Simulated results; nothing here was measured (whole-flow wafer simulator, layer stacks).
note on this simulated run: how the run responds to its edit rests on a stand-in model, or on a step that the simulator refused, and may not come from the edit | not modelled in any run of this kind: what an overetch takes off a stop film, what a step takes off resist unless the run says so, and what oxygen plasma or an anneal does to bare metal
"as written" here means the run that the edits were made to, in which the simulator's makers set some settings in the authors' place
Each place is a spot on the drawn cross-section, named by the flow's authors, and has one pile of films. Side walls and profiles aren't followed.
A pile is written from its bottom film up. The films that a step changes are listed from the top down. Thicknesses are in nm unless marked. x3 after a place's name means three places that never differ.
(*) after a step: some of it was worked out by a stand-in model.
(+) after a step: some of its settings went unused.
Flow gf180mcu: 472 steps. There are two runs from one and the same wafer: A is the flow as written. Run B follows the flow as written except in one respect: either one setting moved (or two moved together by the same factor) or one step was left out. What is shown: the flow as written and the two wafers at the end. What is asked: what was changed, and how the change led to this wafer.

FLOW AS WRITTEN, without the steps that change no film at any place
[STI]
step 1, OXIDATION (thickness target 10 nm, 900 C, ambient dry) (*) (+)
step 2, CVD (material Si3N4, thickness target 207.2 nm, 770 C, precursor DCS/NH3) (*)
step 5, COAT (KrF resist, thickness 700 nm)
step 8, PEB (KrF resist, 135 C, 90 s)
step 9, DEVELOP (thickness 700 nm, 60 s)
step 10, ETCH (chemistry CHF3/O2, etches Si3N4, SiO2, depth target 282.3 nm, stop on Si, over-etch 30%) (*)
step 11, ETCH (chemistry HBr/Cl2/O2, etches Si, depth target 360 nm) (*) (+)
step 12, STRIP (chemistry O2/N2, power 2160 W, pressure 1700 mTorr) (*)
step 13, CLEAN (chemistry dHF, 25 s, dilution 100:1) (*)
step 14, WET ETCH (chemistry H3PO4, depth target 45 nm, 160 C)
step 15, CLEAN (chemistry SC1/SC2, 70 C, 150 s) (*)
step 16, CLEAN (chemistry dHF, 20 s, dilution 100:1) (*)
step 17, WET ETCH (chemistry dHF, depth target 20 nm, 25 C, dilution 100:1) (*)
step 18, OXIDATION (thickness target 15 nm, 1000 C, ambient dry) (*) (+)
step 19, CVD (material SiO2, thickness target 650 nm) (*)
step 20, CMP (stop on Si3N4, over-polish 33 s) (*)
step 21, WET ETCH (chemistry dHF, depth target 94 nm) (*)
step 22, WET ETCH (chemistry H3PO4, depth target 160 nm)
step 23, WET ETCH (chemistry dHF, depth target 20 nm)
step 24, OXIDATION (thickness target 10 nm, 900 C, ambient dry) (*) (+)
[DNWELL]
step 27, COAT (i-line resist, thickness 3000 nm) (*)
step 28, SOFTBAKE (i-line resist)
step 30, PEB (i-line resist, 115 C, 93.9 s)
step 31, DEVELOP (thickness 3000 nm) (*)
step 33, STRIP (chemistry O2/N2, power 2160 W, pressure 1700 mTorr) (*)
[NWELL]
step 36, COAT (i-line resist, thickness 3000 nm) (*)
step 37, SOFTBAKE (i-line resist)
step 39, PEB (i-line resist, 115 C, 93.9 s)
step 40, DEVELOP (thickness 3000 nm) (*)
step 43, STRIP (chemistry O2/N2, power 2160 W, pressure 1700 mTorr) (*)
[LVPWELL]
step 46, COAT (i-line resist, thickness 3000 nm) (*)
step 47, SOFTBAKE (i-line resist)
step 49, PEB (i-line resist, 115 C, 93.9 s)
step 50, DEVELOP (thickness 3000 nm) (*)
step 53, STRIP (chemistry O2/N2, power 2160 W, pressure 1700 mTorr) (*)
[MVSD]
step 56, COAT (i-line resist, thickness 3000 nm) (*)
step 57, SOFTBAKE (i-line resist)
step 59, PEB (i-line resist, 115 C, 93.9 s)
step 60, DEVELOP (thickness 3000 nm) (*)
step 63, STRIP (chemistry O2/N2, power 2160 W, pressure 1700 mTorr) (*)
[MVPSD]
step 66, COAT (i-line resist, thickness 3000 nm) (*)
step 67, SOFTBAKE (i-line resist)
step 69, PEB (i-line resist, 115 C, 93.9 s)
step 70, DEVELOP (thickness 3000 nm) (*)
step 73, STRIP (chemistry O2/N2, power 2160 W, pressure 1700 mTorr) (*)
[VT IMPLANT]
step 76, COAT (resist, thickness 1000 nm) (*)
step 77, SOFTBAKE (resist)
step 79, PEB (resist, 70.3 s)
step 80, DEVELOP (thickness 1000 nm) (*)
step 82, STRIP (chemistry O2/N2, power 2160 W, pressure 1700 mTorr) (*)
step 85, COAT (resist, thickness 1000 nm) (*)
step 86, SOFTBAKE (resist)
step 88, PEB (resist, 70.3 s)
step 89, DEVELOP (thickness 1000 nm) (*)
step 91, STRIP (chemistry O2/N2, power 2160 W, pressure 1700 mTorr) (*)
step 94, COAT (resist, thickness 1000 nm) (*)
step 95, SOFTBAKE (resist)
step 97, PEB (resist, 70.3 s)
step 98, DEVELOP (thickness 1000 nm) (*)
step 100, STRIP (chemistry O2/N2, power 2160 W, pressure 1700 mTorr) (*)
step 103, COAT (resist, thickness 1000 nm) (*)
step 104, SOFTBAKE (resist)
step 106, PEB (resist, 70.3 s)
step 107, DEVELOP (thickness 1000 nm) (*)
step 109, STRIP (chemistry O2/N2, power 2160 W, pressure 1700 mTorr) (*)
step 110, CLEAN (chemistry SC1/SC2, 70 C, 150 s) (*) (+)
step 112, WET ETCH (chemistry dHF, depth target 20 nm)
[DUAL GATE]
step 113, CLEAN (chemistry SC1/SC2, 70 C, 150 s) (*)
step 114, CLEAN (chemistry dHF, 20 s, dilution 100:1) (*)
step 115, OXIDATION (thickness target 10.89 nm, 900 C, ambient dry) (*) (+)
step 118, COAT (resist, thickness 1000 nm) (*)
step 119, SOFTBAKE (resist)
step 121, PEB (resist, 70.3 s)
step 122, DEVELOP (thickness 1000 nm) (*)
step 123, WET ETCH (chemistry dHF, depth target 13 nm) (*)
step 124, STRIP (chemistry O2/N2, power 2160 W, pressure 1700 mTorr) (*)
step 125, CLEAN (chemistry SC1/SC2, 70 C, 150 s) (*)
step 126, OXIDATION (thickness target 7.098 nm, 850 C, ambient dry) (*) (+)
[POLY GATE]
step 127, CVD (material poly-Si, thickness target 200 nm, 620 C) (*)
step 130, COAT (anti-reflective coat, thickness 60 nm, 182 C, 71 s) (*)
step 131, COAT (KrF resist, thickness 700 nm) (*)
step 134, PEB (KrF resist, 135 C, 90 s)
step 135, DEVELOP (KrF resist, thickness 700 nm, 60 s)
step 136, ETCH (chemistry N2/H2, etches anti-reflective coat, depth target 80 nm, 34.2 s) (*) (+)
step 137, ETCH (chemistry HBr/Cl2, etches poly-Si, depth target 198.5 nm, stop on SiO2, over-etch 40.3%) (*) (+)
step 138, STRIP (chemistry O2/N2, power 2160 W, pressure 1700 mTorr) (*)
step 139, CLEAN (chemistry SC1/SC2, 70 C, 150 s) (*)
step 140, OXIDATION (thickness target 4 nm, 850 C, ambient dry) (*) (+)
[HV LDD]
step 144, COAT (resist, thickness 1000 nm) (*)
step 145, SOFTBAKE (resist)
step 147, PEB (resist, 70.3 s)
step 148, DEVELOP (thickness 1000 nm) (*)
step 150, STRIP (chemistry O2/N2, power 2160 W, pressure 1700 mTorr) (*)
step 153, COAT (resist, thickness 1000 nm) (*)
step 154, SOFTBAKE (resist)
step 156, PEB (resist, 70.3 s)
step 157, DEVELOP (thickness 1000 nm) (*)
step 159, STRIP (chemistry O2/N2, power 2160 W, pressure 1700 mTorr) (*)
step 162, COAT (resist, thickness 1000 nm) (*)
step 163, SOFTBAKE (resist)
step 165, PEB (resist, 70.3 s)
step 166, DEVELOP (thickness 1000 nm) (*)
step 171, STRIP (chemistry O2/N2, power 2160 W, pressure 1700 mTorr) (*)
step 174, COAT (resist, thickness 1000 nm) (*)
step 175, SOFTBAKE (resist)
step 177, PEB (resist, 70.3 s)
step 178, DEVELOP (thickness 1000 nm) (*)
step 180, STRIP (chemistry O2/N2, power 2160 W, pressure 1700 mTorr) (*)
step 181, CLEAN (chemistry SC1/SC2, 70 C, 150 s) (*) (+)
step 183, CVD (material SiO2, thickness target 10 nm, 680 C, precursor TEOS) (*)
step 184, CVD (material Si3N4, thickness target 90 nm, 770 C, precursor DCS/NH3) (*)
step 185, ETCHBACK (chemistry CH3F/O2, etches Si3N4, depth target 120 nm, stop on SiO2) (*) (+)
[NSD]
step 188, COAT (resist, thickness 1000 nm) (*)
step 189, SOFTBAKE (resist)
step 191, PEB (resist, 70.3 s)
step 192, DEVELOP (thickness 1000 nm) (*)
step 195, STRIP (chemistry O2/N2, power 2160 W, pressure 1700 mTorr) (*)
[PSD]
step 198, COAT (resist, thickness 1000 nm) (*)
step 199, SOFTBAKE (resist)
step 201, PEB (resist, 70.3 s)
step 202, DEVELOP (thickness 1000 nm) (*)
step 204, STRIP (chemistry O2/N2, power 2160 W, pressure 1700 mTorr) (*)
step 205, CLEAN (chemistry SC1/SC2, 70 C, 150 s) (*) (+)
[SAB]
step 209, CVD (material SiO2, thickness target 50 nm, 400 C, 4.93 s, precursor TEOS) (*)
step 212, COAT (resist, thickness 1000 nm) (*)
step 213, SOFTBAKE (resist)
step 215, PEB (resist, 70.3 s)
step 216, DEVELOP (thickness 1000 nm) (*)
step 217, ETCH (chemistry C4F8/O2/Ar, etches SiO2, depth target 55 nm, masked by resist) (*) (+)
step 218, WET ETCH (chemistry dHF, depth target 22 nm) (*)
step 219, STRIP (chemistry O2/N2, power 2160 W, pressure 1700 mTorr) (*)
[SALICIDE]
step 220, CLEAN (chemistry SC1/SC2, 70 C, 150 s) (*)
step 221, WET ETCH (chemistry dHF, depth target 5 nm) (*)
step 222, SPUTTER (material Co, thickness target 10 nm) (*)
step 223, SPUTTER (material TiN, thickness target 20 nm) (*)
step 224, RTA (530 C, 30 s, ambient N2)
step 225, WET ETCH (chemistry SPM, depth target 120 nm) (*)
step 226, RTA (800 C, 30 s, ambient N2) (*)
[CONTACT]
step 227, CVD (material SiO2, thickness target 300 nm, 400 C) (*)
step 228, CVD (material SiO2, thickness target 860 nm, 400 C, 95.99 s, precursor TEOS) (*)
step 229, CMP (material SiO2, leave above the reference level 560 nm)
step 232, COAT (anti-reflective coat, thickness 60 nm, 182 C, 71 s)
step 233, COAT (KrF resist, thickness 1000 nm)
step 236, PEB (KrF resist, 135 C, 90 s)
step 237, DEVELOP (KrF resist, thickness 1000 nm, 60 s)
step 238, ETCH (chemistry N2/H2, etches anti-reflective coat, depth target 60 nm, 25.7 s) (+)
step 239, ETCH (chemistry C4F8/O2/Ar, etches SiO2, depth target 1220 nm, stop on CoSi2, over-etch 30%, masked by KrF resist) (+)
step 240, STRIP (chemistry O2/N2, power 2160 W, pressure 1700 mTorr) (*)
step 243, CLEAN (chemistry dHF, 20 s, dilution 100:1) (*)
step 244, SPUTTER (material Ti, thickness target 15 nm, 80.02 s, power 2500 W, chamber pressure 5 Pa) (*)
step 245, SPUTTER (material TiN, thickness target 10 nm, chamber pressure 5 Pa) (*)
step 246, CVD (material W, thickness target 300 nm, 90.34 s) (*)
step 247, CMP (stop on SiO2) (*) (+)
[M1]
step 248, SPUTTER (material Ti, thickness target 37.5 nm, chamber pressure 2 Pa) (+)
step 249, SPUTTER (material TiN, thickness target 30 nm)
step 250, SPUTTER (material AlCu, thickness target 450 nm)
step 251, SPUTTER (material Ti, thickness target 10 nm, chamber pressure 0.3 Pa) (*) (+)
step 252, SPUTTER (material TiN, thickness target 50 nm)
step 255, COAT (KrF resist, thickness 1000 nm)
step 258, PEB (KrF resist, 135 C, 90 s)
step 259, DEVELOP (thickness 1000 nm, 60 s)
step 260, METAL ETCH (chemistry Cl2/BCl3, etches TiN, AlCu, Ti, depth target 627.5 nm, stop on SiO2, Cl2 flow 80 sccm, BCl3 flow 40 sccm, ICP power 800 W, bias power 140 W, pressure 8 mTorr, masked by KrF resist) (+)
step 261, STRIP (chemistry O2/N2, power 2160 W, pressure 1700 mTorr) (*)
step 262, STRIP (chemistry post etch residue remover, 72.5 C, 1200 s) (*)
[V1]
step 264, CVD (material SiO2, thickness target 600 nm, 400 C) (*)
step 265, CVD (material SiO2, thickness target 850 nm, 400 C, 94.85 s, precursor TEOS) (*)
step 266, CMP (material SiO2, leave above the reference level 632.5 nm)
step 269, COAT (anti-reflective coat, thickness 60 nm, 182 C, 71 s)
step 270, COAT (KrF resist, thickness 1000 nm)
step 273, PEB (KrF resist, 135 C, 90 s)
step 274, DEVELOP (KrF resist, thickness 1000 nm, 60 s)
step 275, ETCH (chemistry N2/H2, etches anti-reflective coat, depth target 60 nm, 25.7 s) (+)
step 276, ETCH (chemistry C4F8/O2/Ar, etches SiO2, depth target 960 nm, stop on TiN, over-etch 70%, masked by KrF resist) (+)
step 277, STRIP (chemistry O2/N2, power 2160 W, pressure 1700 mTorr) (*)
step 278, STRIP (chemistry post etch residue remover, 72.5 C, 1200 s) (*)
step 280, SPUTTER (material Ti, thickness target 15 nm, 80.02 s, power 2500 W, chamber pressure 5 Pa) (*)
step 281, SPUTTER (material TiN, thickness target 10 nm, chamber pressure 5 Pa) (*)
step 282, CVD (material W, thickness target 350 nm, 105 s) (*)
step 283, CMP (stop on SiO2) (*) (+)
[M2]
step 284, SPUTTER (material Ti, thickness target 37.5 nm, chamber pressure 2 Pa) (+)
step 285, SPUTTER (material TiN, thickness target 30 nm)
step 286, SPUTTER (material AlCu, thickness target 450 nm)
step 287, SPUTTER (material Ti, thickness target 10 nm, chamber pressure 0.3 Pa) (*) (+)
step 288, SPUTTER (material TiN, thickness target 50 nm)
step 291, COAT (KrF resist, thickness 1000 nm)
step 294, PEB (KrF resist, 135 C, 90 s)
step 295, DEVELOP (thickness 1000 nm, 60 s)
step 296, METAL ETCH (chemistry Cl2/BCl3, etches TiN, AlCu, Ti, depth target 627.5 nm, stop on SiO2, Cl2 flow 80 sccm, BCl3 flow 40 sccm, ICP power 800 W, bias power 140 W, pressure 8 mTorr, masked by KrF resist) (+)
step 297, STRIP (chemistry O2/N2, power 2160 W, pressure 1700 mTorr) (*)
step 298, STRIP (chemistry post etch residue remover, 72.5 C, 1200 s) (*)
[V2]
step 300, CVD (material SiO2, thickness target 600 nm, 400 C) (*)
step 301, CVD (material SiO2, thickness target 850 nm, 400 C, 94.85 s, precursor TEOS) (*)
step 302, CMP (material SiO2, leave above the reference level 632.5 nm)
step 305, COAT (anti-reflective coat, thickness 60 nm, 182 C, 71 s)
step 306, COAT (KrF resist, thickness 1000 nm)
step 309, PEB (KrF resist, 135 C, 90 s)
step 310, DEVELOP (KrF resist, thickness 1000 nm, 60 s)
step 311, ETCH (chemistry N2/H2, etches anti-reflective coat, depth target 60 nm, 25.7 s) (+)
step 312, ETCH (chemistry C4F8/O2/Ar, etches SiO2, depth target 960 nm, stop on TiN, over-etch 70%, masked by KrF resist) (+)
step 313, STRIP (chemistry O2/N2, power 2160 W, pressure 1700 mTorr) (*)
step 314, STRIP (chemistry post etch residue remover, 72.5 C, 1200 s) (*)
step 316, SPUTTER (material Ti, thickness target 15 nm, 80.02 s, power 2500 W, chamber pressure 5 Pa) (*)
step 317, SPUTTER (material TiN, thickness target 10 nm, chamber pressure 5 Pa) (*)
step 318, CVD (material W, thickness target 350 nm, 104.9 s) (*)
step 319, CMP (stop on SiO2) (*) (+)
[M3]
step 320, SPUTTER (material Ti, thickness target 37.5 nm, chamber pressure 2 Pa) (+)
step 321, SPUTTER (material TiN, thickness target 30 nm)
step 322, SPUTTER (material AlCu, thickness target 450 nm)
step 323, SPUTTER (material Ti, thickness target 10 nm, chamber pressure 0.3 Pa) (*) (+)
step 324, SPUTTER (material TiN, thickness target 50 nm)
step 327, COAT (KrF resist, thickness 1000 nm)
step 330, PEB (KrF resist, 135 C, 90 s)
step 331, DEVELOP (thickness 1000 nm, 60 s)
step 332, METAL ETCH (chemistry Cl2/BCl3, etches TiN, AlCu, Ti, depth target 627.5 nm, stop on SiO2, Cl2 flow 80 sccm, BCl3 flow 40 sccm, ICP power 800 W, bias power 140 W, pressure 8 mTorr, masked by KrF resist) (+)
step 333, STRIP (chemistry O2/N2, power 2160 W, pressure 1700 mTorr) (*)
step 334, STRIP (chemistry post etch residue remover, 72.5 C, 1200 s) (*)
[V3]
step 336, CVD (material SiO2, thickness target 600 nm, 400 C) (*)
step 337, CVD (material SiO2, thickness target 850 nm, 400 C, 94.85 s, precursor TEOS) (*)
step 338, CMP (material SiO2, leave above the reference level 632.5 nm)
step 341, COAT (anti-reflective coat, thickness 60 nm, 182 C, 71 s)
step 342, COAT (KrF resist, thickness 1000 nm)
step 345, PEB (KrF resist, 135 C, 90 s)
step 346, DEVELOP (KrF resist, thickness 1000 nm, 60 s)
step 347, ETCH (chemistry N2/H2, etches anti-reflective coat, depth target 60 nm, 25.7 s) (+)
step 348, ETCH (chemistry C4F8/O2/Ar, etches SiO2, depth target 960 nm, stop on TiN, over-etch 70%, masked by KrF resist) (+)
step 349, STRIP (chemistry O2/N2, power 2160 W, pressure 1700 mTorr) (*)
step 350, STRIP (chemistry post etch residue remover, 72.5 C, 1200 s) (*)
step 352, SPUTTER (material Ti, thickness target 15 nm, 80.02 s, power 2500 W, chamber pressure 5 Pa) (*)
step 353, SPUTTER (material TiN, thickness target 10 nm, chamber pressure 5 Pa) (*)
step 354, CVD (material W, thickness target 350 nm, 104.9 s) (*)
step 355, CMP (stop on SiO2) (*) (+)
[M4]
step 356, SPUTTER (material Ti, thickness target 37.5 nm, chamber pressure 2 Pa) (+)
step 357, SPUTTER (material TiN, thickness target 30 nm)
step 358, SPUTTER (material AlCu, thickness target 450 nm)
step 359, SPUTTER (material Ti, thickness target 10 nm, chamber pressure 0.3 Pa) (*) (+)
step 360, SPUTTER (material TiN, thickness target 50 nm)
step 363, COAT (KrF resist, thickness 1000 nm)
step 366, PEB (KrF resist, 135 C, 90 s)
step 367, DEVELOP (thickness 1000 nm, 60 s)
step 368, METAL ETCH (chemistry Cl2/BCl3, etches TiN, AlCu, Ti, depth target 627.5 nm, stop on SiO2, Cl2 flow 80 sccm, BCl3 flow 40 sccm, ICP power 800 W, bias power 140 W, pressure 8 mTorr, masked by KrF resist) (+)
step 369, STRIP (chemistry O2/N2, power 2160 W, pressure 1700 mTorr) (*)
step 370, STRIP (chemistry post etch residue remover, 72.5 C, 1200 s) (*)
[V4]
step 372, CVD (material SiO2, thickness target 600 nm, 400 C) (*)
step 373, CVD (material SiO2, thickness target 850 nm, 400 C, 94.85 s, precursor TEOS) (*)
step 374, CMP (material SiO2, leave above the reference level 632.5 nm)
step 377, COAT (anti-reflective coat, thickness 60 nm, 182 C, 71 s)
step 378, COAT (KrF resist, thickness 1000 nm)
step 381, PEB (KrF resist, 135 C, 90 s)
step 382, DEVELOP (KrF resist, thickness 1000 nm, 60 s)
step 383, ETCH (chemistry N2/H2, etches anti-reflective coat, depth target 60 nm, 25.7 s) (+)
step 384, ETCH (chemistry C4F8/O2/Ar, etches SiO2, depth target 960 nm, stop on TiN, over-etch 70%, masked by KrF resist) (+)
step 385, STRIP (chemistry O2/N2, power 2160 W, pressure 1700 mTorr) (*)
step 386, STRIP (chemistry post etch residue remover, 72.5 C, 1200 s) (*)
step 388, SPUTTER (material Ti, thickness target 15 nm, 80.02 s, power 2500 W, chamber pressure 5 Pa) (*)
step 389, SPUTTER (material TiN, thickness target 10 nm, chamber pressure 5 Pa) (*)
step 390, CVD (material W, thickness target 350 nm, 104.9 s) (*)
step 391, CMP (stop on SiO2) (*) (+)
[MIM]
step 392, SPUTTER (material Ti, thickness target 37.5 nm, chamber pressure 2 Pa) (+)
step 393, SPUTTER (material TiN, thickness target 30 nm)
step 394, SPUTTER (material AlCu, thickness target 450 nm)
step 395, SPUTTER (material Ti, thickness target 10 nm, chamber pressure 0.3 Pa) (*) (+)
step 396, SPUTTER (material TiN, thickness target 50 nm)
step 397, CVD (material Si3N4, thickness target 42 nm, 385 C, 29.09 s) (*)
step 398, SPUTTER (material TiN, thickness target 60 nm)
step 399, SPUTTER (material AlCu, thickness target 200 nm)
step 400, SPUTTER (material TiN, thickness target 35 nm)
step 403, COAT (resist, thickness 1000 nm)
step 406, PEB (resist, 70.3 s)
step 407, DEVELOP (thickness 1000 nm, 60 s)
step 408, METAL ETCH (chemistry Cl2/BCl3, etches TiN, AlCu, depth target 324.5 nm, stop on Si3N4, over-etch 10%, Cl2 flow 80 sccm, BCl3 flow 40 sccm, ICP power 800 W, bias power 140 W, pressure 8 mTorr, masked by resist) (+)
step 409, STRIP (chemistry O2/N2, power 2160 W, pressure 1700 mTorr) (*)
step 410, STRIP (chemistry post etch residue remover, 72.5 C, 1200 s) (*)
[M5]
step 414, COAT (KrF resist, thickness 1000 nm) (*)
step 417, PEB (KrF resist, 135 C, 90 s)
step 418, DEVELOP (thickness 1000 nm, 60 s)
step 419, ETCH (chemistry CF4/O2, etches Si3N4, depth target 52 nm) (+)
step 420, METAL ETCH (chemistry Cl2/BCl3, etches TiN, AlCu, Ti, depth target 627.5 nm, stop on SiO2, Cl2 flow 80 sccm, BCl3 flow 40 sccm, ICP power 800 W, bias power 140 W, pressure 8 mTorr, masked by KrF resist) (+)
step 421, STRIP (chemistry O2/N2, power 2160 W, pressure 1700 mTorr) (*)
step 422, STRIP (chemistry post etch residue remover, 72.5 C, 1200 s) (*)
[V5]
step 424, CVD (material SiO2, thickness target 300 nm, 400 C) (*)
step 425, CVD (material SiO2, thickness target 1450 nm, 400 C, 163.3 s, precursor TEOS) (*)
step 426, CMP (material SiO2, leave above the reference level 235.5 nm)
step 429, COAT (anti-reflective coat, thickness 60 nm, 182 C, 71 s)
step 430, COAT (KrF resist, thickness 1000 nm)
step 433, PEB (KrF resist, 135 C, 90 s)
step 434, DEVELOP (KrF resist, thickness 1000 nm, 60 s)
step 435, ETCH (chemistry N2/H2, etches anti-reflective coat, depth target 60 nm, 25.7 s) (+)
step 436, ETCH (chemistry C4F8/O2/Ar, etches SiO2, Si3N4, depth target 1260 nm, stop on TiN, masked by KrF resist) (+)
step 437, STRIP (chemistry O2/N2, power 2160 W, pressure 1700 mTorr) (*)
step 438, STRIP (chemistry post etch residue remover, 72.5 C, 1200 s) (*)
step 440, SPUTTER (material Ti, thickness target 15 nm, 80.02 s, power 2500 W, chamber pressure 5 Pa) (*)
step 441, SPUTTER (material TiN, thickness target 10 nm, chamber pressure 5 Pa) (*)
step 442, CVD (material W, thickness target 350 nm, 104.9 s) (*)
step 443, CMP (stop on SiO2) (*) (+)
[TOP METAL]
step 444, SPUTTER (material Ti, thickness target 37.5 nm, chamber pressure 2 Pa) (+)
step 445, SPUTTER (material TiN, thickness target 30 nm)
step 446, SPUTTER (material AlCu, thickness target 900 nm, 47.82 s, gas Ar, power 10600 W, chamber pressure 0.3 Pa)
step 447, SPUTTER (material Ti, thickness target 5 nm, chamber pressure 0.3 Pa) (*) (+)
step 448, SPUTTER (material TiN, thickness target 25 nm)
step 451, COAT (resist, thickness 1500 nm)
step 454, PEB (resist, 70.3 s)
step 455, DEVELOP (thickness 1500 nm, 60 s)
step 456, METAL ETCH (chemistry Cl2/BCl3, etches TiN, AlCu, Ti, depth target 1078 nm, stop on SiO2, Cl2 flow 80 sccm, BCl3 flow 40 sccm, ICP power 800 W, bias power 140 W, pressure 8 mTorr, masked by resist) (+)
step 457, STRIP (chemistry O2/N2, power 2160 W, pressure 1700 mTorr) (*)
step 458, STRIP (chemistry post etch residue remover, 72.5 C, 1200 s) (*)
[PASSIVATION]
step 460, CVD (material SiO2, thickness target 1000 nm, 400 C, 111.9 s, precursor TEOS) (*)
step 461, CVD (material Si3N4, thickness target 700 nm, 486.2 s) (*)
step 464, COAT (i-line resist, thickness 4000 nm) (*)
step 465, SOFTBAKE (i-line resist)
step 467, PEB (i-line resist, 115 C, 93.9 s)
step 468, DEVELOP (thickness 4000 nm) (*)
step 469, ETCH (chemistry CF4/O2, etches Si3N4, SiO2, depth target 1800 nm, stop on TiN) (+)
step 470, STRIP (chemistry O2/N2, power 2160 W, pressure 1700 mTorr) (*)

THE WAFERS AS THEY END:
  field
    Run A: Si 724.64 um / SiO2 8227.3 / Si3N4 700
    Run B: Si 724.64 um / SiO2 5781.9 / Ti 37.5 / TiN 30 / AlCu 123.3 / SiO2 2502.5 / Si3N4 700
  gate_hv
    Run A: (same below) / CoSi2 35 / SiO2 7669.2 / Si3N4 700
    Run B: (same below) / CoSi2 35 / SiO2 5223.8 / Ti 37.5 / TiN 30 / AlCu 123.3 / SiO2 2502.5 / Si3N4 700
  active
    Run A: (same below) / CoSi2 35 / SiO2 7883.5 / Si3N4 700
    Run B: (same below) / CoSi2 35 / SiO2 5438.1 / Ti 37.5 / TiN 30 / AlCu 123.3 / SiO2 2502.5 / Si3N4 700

What caused this: step 394, SPUTTER: thickness target 698 nm was run, whereas the flow has thickness target 450 nm.

How this came from the change, step by step:
  step 394, SPUTTER (material AlCu, thickness target 450 nm)
      field, field__w1, field__w2 and 108 more: A AlCu gains 450 (new film) | B AlCu gains 698 (new film)
  step 420, METAL ETCH (chemistry Cl2/BCl3, etches TiN, AlCu, Ti, depth target 627.5 nm, stop on SiO2, Cl2 flow 80 sccm, BCl3 flow 40 sccm, ICP power 800 W, bias power 140 W, pressure 8 mTorr, masked by KrF resist) (+)
      field, field__w1, field__w2 and 101 more: A TiN loses 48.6 (all of it), Ti loses 10 (all of it), AlCu loses 450 (all of it), TiN loses 30 (all of it), Ti loses 37.5 (all of it) | B TiN loses 48.6 (all of it), Ti loses 10 (all of it), AlCu loses 568.9
  step 422, STRIP (chemistry post etch residue remover, 72.5 C, 1200 s) (*)
      field, field__w1, field__w2 and 101 more: A nothing | B AlCu loses 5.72
  step 424, CVD (material SiO2, thickness target 300 nm, 400 C) (*)
      field, field__w1, field__w2 and 101 more: A SiO2 gains 300 | B SiO2 gains 300 (new film)
  step 426, CMP (material SiO2, leave above the reference level 235.5 nm)
      field, field__w1, field__w5 and 92 more: A SiO2 loses 300.8 | B SiO2 loses 243.7
      field__w2, field__w3, field__w12 and 6 more: A SiO2 loses 272.7 | B SiO2 loses 212.9
If metal films that touch count as one body, field has 1 body; the flow as written gives 0 bodies.
If metal films that touch count as one body, gate_hv has 2 bodies (between them, from the top down: SiO2 5223.8); the flow as written gives 1 body.
If metal films that touch count as one body, active has 2 bodies (between them, from the top down: SiO2 5438.1); the flow as written gives 1 body.
